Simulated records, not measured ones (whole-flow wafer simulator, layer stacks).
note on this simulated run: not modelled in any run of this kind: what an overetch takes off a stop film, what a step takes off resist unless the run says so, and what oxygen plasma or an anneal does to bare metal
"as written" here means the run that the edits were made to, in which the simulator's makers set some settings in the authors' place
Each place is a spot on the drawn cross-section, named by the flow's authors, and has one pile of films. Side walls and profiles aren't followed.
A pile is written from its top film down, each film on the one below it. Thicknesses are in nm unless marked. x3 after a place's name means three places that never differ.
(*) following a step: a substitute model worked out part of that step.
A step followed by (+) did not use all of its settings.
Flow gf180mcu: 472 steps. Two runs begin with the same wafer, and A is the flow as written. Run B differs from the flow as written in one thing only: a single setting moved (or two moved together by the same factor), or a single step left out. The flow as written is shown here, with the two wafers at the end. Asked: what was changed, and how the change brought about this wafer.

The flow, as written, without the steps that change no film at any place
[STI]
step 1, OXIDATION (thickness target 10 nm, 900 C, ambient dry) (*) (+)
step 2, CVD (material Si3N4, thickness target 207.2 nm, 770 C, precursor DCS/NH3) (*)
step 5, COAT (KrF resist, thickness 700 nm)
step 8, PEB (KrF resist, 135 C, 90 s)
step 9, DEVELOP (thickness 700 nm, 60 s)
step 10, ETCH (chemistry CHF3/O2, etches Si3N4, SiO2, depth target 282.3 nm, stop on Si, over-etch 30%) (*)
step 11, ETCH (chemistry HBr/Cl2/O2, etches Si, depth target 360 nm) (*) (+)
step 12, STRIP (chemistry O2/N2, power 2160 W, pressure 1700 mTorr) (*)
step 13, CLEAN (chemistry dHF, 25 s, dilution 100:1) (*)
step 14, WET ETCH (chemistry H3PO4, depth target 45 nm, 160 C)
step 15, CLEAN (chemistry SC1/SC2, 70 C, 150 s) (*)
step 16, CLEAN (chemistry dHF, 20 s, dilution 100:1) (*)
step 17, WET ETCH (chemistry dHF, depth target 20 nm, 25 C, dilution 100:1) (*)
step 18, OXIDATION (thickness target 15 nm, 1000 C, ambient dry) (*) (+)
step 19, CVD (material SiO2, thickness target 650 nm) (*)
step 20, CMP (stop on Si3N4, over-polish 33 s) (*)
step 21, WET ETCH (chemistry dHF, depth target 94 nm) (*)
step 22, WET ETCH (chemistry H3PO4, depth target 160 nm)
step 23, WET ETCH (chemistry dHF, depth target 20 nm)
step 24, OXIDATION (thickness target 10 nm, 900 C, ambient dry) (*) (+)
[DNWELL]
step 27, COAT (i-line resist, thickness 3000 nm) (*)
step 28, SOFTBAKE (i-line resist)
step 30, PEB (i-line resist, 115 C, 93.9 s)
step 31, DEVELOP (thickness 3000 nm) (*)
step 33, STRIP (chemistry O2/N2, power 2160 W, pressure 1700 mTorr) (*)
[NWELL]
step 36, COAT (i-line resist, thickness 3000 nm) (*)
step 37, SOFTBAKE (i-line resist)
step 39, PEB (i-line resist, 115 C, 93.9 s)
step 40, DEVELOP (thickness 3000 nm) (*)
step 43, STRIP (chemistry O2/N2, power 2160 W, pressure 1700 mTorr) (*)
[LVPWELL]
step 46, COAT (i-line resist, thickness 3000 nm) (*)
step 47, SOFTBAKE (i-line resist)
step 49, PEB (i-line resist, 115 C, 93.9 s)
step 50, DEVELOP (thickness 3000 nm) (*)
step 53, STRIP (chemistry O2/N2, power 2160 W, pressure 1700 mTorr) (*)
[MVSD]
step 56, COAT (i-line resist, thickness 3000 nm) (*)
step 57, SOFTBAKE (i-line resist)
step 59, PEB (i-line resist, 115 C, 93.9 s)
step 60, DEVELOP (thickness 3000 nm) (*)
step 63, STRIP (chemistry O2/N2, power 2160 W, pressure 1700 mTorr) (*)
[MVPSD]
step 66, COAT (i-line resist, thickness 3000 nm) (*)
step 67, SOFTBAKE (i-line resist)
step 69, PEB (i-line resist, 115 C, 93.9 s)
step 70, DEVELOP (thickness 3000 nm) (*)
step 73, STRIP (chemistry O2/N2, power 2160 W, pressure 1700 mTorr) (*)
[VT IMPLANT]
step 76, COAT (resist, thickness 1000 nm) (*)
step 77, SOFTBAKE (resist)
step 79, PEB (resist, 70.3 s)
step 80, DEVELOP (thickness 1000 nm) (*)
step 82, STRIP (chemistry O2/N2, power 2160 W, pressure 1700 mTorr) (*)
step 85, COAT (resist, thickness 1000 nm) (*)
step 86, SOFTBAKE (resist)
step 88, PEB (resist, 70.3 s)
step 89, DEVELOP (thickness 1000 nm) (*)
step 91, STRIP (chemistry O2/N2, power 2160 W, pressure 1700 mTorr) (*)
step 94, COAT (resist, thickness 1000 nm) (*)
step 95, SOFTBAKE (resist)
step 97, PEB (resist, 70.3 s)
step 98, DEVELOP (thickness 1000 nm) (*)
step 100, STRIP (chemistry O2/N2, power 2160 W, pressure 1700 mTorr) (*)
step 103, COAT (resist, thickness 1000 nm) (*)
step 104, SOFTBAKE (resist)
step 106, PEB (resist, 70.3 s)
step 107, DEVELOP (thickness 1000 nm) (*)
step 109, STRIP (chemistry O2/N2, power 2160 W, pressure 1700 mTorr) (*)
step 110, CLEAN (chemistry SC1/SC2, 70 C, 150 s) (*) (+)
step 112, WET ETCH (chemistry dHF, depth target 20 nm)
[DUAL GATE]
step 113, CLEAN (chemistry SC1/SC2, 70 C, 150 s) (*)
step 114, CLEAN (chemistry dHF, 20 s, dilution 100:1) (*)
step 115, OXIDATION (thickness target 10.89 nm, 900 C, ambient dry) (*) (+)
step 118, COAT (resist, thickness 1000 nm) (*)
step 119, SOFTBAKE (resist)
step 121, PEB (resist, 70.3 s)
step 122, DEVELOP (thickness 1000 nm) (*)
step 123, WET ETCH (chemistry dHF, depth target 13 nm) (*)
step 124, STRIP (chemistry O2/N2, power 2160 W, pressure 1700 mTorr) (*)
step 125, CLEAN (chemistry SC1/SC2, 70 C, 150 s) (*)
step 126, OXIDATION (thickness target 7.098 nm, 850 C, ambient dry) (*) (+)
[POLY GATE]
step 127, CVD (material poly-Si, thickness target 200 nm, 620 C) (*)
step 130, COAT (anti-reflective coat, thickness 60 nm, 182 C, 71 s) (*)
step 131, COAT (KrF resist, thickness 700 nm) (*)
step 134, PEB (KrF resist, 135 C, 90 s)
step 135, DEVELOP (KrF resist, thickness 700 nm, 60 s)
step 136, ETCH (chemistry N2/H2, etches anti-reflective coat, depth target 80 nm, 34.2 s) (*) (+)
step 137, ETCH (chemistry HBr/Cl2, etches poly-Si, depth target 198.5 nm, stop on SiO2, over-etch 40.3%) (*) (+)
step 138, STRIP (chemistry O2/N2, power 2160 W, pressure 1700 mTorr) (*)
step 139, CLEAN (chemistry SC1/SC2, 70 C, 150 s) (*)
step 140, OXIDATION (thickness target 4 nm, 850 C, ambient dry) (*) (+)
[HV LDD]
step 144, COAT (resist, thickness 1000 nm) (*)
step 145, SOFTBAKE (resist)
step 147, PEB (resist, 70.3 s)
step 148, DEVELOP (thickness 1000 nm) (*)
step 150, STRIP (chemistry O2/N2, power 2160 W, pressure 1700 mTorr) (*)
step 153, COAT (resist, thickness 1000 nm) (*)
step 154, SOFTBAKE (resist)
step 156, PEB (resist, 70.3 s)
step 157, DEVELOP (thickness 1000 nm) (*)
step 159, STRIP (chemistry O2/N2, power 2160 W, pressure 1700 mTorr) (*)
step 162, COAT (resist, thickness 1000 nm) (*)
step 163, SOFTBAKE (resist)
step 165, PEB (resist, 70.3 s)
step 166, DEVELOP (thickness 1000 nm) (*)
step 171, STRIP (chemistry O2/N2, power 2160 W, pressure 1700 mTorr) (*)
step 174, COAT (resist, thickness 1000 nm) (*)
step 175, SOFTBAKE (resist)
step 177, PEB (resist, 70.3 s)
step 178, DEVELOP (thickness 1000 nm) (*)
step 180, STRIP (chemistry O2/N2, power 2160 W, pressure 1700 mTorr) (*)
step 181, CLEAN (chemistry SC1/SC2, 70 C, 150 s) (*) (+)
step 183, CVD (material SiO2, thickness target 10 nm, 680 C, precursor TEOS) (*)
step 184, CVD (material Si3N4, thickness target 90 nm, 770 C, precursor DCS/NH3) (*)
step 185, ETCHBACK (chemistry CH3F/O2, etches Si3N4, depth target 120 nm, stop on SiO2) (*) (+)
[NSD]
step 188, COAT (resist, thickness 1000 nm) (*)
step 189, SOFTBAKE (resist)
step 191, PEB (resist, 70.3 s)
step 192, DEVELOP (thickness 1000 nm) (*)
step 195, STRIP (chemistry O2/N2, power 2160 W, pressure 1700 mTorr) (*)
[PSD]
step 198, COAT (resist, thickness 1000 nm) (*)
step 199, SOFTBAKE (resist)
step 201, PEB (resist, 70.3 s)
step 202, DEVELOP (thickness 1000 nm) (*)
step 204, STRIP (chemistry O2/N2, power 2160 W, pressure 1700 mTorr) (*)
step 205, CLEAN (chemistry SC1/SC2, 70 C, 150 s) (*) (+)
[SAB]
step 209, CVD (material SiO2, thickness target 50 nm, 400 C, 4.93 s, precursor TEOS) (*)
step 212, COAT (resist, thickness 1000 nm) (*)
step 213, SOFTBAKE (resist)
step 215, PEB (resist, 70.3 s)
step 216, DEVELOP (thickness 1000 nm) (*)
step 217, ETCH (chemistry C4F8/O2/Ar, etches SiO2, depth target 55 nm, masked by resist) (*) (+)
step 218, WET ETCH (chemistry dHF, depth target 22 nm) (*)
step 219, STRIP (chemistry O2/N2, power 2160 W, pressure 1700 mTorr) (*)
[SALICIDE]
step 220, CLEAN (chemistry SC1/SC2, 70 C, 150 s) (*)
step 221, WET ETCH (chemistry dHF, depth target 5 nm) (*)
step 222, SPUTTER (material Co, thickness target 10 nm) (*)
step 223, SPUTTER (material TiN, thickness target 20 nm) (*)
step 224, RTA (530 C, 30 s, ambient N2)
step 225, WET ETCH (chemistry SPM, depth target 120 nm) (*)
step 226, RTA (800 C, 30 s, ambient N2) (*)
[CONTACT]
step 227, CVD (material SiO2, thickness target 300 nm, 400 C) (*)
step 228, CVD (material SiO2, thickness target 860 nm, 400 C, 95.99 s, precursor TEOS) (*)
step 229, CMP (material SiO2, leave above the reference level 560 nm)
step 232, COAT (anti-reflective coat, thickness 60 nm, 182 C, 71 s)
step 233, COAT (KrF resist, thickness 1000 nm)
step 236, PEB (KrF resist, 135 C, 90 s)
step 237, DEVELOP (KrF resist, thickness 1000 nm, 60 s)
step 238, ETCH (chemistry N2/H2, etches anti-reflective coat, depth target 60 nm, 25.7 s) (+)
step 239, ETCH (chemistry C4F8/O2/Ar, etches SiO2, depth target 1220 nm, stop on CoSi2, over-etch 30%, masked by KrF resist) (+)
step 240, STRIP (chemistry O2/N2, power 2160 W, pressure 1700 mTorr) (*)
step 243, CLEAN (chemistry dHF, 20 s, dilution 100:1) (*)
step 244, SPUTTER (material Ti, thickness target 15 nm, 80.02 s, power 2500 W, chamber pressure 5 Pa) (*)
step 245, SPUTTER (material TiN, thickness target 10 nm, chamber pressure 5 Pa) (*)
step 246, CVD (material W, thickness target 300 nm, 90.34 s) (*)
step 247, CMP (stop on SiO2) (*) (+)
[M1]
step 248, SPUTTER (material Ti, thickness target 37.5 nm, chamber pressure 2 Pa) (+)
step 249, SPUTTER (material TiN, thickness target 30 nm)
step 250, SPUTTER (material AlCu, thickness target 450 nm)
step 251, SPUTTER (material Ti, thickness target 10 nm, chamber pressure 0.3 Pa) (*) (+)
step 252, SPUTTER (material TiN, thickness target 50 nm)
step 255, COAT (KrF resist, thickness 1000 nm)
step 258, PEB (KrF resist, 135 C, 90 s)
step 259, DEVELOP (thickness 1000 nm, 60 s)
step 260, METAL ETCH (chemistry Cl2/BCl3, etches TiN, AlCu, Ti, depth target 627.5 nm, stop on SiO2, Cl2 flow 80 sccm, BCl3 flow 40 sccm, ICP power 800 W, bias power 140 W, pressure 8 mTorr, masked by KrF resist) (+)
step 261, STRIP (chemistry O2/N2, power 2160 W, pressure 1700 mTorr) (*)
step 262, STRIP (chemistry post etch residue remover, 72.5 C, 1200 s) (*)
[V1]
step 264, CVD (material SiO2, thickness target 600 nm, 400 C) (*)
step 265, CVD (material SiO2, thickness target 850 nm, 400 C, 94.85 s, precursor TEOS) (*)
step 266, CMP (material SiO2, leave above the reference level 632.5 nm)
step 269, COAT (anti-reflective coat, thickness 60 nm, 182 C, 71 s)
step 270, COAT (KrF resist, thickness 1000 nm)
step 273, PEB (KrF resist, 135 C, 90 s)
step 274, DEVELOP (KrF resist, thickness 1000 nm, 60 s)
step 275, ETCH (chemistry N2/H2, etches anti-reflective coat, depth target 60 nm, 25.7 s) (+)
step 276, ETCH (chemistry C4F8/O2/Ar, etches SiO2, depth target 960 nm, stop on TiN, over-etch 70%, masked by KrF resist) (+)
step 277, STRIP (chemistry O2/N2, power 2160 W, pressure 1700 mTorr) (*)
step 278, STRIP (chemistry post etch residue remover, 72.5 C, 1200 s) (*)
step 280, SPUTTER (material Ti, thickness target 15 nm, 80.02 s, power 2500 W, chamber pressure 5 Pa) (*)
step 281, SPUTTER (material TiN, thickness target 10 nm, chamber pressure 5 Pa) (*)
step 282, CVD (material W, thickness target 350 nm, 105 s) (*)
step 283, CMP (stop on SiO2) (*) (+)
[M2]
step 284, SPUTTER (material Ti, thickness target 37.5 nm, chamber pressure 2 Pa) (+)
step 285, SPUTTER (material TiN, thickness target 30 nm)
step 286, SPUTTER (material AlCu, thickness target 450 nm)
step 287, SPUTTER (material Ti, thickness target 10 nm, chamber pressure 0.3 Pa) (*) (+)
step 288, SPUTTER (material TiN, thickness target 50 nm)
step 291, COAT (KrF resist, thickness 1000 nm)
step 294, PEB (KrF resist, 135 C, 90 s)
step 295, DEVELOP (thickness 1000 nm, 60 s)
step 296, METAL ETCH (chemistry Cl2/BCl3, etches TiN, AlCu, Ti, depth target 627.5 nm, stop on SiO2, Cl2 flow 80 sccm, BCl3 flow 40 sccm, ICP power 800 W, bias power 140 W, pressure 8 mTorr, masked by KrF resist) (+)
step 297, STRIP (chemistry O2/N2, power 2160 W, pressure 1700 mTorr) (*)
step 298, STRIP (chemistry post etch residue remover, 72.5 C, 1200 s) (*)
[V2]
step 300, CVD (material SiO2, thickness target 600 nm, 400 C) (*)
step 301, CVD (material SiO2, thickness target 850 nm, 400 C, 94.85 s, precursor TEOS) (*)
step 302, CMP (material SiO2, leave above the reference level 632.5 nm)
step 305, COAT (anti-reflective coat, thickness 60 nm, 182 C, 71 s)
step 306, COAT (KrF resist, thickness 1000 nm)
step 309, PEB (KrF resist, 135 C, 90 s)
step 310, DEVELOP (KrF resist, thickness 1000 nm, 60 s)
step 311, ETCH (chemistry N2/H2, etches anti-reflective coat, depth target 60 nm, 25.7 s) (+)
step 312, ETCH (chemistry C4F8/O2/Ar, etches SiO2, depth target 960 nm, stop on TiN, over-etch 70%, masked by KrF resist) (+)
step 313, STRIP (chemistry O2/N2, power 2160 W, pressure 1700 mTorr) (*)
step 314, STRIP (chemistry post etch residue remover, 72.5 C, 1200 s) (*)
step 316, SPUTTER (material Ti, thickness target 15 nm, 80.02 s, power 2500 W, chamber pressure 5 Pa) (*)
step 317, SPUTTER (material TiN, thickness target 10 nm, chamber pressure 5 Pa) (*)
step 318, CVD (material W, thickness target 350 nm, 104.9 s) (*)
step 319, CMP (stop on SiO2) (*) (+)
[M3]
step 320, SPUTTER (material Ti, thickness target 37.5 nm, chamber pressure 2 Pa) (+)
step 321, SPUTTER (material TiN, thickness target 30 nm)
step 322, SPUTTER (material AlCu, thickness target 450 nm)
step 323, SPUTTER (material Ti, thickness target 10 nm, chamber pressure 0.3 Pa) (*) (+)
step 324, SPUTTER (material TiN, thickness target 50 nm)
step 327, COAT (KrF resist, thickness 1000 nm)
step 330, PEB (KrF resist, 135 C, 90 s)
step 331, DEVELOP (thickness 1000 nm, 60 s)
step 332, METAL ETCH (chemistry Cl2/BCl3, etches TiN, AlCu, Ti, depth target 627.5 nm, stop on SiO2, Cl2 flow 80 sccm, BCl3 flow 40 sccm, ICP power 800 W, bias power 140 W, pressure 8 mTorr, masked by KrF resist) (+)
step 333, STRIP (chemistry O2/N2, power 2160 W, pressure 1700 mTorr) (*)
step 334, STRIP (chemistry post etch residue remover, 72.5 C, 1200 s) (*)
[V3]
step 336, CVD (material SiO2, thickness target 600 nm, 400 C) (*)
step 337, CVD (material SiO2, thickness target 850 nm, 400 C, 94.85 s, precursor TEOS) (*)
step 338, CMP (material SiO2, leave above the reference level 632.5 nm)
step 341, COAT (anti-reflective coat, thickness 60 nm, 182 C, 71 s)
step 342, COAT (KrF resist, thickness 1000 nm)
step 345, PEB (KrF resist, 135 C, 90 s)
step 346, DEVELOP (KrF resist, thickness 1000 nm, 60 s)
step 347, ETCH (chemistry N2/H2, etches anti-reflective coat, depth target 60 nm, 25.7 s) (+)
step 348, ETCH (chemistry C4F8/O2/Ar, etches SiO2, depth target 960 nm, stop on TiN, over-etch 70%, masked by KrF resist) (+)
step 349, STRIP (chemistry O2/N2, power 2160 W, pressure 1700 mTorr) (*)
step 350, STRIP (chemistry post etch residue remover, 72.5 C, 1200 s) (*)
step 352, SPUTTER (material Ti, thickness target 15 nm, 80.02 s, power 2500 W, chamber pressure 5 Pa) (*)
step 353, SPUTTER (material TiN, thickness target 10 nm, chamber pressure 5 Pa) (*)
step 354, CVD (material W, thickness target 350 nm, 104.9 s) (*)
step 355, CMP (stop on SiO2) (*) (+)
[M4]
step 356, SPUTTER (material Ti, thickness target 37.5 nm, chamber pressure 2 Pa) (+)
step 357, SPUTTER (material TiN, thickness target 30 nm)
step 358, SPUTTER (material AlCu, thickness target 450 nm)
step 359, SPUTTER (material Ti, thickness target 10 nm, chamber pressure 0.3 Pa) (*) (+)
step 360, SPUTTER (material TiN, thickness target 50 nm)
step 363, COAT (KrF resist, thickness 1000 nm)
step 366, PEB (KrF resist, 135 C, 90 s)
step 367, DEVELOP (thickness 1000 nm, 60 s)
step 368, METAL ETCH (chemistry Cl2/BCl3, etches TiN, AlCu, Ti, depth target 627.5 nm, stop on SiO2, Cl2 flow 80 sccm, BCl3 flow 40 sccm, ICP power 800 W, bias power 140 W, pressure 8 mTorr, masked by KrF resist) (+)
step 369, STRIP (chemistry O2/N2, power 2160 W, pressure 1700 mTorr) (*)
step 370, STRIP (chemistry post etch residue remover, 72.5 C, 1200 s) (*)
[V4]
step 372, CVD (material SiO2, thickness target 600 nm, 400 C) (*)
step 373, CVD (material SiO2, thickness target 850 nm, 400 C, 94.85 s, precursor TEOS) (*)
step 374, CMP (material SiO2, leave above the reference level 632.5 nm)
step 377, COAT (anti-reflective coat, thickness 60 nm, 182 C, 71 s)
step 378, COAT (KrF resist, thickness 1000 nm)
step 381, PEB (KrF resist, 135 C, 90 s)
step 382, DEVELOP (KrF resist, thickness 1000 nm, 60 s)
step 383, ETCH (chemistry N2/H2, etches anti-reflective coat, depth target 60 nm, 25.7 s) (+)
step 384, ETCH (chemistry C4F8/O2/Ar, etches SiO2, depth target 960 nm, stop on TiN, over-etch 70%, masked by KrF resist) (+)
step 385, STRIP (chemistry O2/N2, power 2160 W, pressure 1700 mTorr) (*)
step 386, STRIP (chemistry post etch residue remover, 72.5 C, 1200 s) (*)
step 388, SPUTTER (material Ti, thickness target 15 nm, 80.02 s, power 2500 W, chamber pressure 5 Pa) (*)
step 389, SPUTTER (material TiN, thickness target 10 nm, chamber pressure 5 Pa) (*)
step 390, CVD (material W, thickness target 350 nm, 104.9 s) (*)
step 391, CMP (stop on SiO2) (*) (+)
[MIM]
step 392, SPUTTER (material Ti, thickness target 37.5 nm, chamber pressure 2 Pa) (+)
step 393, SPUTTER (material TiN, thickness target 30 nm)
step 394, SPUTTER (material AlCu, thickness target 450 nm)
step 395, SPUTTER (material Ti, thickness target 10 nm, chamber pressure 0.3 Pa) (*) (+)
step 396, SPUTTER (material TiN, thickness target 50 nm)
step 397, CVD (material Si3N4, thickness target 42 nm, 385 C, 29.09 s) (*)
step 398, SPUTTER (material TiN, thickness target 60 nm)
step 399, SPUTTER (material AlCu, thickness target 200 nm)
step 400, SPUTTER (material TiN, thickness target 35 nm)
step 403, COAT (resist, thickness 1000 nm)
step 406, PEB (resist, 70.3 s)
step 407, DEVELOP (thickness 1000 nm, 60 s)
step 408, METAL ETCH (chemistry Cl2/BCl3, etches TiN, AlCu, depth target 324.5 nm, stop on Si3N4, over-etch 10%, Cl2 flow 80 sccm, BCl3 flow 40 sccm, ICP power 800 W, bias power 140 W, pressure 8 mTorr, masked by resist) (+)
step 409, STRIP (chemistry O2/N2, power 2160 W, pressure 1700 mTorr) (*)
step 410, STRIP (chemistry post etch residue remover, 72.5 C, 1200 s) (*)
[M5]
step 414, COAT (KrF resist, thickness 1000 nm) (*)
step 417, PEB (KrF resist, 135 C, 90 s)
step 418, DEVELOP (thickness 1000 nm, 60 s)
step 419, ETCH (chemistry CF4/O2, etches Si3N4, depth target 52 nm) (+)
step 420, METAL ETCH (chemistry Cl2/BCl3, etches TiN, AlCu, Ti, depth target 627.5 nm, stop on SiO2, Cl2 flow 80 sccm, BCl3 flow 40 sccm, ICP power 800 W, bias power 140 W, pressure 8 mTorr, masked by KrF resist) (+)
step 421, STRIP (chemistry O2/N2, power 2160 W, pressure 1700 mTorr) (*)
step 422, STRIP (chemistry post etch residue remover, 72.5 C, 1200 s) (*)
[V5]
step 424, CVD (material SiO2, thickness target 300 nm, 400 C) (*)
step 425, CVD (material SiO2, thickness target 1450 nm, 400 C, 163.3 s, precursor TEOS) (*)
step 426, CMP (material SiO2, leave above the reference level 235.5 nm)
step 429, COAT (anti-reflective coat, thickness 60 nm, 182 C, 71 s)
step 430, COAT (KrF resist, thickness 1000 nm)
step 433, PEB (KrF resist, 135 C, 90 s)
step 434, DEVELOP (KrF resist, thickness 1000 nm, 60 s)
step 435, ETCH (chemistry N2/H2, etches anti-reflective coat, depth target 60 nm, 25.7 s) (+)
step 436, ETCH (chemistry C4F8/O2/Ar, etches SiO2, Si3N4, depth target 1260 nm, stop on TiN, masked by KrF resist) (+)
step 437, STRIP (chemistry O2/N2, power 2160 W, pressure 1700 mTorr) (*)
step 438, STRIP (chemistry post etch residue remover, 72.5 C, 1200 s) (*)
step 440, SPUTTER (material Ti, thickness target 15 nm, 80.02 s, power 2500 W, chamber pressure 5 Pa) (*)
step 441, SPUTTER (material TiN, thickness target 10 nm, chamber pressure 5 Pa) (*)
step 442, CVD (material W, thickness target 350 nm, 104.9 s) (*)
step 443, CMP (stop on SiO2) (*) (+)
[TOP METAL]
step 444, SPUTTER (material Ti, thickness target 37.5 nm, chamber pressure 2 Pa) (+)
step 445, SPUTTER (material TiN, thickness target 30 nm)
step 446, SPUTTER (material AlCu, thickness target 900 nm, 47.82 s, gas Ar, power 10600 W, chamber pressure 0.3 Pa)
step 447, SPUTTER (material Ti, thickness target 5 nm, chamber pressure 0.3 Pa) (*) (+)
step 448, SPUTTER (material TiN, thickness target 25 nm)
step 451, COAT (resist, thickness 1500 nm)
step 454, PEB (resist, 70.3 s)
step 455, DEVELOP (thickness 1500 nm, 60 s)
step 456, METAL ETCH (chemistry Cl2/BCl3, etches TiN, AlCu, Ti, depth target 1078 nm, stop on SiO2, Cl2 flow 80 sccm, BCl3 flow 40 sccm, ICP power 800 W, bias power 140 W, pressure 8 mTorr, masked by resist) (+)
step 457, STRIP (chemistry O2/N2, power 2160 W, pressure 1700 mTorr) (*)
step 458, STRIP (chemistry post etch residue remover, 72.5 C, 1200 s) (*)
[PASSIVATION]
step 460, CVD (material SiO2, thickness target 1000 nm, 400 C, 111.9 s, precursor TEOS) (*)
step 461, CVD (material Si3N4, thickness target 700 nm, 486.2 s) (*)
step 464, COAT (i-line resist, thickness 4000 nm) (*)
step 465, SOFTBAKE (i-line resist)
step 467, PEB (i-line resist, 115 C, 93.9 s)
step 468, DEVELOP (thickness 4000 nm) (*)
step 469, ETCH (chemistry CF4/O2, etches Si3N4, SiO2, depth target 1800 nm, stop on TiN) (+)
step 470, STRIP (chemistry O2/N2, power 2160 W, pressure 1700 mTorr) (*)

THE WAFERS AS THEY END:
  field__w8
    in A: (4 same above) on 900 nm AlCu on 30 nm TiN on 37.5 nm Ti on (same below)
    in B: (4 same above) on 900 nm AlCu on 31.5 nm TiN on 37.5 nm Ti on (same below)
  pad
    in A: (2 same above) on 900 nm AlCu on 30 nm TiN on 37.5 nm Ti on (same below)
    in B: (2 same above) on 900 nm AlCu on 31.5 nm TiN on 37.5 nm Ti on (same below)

Cause: step 445, SPUTTER: thickness target 31.5 nm was run, whereas the flow has thickness target 30 nm.
One can read it off the wafer: field__w8 has TiN 31.5, and step 445 as written asks for 30 nm.

How this came from the change, step by step:
  step 445, SPUTTER (material TiN, thickness target 30 nm)
      field, field__w1, field__w2 and 109 more: A TiN gains 30 (new film) | B TiN gains 31.5 (new film)
  step 456, METAL ETCH (chemistry Cl2/BCl3, etches TiN, AlCu, Ti, depth target 1078 nm, stop on SiO2, Cl2 flow 80 sccm, BCl3 flow 40 sccm, ICP power 800 W, bias power 140 W, pressure 8 mTorr, masked by resist) (+)
      field, field__w1, field__w2 and 103 more: A TiN loses 25 (all of it), Ti loses 5 (all of it), AlCu loses 900 (all of it), TiN loses 30 (all of it), Ti loses 37.5 (all of it) | B TiN loses 25 (all of it), Ti loses 5 (all of it), AlCu loses 900 (all of it), TiN loses 31.5 (all of it), Ti loses 37.5 (all of it)
